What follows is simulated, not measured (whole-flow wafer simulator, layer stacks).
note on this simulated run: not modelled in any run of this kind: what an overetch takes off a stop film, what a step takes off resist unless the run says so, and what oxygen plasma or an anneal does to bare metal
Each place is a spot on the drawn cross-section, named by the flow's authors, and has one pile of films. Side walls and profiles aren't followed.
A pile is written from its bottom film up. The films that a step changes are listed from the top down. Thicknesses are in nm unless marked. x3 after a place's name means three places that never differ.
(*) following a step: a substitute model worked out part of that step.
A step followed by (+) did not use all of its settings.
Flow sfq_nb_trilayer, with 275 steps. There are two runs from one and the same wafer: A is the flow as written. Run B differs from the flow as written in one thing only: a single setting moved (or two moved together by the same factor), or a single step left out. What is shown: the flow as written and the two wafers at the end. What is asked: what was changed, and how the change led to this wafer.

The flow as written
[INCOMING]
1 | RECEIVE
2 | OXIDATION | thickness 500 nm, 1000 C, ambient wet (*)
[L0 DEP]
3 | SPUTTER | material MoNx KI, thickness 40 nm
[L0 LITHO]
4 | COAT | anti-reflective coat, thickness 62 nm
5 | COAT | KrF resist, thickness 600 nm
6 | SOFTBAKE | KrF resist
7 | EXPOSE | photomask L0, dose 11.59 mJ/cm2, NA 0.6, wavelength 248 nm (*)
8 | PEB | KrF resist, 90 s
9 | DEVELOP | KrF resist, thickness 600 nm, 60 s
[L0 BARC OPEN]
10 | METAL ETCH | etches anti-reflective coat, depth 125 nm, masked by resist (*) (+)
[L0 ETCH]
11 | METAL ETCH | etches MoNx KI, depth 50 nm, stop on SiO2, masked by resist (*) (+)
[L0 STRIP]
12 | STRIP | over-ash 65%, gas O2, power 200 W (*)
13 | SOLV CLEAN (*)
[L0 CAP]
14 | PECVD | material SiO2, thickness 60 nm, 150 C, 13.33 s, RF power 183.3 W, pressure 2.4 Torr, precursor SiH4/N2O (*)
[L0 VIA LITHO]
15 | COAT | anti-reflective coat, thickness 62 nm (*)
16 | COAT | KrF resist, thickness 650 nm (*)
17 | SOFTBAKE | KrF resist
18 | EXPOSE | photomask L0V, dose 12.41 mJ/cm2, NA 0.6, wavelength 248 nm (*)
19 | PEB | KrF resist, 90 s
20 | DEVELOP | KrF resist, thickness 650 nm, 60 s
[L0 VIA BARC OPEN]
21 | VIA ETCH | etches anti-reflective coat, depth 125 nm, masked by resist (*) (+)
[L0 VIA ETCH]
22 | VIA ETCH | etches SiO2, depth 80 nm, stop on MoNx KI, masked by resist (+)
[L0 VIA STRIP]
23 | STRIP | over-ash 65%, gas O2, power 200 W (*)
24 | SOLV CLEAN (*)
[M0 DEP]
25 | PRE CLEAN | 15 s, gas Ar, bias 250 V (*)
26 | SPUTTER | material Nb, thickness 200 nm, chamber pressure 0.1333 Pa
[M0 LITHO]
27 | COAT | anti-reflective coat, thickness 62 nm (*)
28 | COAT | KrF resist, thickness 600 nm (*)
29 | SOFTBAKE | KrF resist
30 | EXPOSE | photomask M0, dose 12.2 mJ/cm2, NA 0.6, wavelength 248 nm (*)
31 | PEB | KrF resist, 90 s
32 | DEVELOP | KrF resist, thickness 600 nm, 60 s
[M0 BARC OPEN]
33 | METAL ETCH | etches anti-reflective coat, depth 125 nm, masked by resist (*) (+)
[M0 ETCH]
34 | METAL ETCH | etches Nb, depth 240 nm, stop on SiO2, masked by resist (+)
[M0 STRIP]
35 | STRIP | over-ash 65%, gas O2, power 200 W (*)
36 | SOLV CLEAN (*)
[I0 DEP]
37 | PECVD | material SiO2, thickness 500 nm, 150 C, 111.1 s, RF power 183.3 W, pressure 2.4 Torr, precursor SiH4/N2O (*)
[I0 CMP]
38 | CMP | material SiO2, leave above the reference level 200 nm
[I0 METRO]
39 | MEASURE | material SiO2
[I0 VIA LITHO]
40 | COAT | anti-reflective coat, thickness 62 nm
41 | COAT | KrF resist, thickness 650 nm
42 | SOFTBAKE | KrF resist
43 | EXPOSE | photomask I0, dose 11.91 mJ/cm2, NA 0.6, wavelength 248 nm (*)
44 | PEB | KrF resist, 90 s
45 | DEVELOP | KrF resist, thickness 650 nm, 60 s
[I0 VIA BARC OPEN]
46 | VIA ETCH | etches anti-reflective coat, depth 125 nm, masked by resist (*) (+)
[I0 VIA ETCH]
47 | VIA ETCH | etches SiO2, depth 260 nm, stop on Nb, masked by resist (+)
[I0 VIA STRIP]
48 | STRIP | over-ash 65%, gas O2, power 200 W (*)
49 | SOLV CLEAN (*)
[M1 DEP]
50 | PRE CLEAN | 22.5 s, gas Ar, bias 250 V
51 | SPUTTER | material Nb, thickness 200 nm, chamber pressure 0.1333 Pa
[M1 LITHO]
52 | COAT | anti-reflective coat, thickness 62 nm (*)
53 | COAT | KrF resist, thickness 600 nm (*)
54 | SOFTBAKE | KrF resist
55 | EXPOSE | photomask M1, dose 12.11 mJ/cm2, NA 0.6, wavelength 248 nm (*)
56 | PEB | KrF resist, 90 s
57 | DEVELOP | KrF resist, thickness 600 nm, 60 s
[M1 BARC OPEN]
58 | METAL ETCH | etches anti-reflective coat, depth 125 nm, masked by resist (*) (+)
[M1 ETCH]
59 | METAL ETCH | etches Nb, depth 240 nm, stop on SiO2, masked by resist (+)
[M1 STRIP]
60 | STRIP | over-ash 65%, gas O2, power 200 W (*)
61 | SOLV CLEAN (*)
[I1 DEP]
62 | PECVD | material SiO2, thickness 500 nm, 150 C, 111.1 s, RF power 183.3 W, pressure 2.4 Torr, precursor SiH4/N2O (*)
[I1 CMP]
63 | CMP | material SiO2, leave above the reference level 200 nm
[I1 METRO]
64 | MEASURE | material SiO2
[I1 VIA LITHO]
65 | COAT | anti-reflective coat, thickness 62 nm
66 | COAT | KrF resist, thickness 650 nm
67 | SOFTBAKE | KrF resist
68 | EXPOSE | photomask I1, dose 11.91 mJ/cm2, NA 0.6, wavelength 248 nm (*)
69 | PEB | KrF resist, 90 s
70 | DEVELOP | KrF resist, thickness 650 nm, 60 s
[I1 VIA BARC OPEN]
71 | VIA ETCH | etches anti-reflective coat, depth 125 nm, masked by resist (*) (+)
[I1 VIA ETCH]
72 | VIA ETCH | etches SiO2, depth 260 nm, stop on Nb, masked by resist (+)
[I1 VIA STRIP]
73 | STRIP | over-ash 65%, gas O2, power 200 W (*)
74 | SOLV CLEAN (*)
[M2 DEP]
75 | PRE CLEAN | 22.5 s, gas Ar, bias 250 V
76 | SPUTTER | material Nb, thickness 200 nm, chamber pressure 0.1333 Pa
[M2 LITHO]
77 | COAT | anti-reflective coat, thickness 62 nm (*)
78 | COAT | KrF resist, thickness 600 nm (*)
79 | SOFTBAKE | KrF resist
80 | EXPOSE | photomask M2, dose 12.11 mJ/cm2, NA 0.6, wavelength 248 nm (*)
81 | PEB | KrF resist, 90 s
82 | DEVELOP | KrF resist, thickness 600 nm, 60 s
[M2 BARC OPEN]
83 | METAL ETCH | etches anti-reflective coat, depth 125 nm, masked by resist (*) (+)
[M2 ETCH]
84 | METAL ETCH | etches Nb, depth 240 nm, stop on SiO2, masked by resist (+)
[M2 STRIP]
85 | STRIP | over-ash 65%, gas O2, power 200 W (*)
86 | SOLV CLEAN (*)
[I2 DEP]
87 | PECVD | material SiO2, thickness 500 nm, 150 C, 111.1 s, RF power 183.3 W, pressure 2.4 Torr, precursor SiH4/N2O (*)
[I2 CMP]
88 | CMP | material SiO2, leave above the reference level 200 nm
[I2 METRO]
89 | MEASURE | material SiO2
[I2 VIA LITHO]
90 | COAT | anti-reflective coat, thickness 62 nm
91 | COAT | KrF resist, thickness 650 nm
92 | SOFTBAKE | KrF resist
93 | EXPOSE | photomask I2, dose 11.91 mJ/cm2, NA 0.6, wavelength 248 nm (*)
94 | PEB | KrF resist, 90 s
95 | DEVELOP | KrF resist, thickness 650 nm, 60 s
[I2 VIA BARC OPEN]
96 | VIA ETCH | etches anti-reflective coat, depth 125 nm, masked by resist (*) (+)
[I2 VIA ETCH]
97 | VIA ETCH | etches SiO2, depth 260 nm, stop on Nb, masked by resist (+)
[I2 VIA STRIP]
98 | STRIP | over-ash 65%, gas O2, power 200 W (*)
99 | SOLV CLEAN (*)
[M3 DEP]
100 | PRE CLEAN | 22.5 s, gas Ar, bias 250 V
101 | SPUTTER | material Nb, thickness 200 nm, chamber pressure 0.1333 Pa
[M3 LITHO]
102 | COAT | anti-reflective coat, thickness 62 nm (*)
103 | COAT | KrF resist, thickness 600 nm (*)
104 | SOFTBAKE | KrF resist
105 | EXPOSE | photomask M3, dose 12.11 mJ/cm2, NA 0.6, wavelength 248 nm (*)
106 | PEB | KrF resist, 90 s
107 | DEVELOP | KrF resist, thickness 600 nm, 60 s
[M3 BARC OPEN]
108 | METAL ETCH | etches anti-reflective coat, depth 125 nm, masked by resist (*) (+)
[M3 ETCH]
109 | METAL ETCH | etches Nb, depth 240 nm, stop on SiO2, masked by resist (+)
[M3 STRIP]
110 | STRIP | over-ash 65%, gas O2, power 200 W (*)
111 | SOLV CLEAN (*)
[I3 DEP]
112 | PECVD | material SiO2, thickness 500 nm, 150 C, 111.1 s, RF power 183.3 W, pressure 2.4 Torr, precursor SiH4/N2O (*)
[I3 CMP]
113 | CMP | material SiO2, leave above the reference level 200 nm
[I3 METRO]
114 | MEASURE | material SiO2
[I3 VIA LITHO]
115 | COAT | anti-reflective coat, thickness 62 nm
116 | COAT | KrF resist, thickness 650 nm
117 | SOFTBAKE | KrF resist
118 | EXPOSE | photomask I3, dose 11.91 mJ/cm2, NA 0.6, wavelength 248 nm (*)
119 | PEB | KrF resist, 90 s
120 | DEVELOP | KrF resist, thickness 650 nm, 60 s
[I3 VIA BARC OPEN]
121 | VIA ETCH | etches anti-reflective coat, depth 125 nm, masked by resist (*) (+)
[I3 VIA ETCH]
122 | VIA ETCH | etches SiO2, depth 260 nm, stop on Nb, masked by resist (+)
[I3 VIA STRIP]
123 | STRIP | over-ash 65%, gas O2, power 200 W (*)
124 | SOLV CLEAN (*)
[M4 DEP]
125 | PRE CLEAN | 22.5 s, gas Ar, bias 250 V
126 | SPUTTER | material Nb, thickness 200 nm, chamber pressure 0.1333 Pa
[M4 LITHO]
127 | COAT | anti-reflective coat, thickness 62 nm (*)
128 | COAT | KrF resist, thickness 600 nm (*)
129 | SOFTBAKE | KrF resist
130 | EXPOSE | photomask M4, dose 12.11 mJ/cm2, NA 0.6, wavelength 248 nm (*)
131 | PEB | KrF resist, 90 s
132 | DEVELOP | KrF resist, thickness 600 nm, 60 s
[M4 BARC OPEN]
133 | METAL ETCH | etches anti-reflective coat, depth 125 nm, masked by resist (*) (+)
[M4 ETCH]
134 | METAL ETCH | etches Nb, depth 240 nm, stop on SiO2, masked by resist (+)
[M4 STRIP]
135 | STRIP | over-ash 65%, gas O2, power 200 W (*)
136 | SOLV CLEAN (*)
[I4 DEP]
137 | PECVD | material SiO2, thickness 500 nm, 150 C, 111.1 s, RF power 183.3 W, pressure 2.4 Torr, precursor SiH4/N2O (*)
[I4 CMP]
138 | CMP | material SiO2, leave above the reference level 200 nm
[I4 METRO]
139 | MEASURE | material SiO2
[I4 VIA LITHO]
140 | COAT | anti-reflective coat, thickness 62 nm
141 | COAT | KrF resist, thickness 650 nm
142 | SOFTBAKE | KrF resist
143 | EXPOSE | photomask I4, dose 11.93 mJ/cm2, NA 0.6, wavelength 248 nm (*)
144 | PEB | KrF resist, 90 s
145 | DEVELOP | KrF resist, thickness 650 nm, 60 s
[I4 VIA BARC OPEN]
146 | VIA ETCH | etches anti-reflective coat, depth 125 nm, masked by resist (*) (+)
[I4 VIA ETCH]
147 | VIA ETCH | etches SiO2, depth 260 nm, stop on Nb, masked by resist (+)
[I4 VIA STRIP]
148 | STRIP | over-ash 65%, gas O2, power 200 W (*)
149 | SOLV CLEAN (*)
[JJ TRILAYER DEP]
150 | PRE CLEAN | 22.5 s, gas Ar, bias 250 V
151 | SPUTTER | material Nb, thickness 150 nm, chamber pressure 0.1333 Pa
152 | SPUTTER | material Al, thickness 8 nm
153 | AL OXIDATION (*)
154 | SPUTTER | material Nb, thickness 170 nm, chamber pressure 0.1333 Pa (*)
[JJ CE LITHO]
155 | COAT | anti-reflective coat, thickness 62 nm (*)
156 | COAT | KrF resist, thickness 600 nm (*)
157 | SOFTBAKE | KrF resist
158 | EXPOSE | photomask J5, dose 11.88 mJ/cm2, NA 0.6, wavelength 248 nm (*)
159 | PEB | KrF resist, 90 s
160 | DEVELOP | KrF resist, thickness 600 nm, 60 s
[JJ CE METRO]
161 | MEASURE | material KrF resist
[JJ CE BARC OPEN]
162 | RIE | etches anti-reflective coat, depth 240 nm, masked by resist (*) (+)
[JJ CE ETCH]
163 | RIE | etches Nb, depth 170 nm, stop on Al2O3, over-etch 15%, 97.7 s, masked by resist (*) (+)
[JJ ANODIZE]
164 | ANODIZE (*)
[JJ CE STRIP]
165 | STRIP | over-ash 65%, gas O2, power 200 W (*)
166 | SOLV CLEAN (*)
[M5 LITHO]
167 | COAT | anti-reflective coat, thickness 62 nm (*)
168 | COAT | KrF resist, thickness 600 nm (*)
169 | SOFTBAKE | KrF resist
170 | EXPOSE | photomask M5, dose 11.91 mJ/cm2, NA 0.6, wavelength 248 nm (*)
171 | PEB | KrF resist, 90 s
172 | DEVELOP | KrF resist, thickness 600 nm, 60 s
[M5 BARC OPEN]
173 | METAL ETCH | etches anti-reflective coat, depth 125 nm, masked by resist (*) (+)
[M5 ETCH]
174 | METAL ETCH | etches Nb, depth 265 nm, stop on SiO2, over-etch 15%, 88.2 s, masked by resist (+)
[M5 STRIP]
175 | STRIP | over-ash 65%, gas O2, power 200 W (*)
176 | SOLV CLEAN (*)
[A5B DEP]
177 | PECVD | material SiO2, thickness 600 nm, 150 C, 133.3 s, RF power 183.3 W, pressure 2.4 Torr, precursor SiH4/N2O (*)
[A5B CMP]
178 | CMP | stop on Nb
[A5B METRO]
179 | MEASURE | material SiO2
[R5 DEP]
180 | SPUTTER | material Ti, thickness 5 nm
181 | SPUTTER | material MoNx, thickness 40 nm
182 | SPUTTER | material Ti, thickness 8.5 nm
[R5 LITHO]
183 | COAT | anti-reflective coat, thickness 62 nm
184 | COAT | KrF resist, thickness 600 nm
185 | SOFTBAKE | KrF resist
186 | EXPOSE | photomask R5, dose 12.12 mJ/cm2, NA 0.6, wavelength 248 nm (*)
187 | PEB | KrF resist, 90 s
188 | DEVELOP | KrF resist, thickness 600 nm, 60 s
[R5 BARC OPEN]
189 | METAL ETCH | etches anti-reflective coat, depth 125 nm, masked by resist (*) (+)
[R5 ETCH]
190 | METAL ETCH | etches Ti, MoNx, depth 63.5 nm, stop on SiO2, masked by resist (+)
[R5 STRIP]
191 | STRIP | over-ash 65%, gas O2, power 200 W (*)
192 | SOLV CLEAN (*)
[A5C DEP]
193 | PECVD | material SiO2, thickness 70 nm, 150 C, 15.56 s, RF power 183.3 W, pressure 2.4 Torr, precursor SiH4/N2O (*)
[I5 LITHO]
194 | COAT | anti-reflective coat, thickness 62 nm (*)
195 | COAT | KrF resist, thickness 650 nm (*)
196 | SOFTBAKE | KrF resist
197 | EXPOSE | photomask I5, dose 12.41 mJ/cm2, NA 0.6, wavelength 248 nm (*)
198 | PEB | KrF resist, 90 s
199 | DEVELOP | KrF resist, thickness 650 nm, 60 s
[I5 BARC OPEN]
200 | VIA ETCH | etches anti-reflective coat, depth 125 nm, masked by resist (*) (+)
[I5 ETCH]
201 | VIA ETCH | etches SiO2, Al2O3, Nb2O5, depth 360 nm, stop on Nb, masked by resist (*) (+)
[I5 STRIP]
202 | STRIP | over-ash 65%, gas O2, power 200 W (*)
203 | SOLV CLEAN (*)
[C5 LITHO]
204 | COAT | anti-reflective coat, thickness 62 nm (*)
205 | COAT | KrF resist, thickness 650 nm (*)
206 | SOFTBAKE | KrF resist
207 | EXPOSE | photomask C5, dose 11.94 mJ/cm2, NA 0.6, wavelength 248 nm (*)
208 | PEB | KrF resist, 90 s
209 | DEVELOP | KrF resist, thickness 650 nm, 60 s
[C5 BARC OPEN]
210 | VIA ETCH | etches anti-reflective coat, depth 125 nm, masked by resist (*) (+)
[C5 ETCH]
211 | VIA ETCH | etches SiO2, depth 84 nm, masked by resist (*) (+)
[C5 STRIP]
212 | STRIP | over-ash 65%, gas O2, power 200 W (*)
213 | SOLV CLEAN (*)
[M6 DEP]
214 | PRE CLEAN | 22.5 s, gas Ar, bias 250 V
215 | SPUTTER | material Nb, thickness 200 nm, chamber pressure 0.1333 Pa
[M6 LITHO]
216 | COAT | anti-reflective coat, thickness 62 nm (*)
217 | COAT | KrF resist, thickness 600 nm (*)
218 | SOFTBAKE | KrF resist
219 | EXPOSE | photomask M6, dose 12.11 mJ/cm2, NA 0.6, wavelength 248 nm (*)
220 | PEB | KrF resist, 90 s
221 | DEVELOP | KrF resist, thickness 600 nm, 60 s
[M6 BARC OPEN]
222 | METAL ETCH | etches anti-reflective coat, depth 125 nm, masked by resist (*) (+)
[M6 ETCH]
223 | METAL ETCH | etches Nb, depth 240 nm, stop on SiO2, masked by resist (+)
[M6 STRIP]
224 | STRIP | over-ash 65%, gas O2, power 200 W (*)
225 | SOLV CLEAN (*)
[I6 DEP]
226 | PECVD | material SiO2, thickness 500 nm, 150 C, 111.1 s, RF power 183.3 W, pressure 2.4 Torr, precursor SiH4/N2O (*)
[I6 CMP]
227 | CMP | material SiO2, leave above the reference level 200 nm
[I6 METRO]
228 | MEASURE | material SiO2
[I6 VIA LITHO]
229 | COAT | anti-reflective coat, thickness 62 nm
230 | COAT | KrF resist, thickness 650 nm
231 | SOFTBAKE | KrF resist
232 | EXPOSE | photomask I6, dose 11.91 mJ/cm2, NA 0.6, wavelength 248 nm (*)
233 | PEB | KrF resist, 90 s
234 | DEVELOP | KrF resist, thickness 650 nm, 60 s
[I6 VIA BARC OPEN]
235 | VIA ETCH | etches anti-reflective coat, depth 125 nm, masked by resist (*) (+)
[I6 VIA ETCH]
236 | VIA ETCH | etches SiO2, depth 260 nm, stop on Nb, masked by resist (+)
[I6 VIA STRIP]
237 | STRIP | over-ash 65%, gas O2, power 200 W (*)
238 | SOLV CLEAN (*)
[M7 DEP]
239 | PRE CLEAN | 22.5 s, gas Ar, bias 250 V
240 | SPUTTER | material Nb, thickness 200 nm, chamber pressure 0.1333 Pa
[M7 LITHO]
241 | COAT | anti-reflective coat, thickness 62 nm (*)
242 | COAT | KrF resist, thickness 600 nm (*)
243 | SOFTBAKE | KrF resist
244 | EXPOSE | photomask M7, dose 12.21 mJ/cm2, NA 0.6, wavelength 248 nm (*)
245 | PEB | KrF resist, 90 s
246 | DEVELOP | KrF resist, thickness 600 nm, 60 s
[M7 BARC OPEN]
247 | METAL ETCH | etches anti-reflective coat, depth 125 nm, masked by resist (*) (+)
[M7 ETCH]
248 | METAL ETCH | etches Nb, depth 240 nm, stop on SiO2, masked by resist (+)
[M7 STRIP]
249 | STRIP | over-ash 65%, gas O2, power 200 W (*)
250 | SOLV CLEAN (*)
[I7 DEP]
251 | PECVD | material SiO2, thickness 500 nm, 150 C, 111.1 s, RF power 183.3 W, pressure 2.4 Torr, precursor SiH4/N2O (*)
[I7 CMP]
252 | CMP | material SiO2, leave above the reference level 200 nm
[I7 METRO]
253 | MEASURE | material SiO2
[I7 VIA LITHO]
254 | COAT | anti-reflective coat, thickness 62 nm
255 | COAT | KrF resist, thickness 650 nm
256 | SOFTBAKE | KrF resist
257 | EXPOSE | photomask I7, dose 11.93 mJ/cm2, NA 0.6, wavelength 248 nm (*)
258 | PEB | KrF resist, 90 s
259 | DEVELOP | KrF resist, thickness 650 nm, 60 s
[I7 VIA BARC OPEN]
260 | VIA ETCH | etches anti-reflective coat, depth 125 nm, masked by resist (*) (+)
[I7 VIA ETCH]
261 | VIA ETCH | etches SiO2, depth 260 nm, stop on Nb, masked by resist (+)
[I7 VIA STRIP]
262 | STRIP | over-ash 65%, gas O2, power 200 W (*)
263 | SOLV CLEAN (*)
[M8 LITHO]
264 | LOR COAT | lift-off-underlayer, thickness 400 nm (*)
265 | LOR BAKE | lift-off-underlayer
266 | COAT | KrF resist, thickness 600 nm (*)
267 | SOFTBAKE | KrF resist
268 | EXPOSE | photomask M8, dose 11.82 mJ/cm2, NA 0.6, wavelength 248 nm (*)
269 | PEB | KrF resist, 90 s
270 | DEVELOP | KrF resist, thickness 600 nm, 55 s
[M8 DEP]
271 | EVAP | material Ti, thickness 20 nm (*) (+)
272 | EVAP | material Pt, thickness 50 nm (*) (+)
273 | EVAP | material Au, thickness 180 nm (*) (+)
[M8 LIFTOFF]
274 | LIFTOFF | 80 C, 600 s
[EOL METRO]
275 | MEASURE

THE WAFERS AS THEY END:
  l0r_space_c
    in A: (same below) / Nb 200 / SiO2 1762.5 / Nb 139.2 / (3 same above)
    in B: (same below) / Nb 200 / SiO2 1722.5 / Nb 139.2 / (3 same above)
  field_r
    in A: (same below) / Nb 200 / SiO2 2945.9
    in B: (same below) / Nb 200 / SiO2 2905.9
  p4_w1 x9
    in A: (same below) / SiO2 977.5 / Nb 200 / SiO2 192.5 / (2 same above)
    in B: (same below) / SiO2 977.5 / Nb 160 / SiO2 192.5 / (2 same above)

The reason: step 101, SPUTTER: thickness 160 nm was run, whereas the flow has thickness 200 nm.
The wafer itself shows it: p4_w1 x9 has Nb 160, and step 101 as written asks for 200 nm.

How this came from the change, step by step:
  101 | SPUTTER | material Nb, thickness 200 nm, chamber pressure 0.1333 Pa
      field_l, v_sur, via_wl and 102 more: A Nb gains 200 (new film) | B Nb gains 160 (new film)
      via_w: A Nb gains 165.5 | B Nb gains 132.2
  109 | METAL ETCH | etches Nb, depth 240 nm, stop on SiO2, masked by resist (+)
      field_l, be, be_sur and 72 more: A Nb loses 200 (all of it) | B Nb loses 160 (all of it)
  112 | PECVD | material SiO2, thickness 500 nm, 150 C, 111.1 s, RF power 183.3 W, pressure 2.4 Torr, precursor SiH4/N2O (*)
      p4_g1 x2, p3_s0 x6: A SiO2 gains 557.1 | B SiO2 gains 517.1
  113 | CMP | material SiO2, leave above the reference level 200 nm
      field_l, be, be_sur and 64 more: A SiO2 loses 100 | B SiO2 loses 140
      via_w: A SiO2 loses 181.6 | B SiO2 loses 177.6
